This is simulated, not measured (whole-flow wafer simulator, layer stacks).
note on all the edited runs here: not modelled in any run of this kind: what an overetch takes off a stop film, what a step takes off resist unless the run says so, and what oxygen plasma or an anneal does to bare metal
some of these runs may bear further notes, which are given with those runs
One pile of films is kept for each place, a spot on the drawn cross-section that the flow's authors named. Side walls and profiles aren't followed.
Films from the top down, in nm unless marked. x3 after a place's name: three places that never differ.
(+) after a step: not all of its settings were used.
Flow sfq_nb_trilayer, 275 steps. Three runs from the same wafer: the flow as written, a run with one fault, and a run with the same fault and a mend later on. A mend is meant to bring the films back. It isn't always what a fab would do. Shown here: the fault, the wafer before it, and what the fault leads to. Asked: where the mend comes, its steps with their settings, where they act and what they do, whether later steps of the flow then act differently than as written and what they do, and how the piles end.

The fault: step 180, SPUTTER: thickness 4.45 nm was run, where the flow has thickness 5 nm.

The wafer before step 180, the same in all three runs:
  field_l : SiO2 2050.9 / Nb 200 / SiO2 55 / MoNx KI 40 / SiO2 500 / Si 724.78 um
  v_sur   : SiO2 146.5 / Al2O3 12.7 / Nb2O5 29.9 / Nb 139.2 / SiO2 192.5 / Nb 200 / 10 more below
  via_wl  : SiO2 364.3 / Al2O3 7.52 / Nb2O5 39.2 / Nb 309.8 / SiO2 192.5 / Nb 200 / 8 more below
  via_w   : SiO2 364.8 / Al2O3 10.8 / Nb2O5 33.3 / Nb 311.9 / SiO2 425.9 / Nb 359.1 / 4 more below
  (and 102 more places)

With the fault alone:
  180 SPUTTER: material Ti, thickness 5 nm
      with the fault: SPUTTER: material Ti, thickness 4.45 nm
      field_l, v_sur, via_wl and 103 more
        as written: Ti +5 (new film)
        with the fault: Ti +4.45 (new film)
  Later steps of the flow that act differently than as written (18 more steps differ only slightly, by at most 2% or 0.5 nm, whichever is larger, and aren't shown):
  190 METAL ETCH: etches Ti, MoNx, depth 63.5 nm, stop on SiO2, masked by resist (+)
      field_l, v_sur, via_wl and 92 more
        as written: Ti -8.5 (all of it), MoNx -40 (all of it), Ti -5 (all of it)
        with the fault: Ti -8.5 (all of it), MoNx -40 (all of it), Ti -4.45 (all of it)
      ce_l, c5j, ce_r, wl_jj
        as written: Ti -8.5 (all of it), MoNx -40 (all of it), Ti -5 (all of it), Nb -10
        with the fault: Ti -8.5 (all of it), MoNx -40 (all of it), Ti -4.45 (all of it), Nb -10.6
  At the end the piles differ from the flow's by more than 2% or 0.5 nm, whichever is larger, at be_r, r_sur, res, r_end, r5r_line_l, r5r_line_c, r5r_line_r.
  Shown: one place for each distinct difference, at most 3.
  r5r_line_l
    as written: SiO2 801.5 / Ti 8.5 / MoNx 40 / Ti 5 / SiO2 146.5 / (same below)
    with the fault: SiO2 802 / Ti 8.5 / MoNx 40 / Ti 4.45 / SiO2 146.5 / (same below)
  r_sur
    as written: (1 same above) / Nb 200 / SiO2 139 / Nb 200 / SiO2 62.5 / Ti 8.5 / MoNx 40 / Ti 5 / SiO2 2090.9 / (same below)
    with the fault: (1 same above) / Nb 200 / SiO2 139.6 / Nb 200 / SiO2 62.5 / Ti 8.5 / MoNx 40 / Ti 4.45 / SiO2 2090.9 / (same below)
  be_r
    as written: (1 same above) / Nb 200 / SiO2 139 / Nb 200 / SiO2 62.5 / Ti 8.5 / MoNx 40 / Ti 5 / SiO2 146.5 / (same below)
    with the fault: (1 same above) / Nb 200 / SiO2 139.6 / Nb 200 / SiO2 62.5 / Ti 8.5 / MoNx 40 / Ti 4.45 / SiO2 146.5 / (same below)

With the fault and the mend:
  The mend comes after step 180.
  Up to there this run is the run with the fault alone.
  180a SPUTTER: material Ti, thickness 0.55 nm (the flow's step 180 once more, with other settings)
      field_l, v_sur, via_wl and 103 more
        Ti +0.55
  No later step of the flow acts differently than as written at any place that is followed.
  At the end the piles are the same as the flow's at every place that both follow.
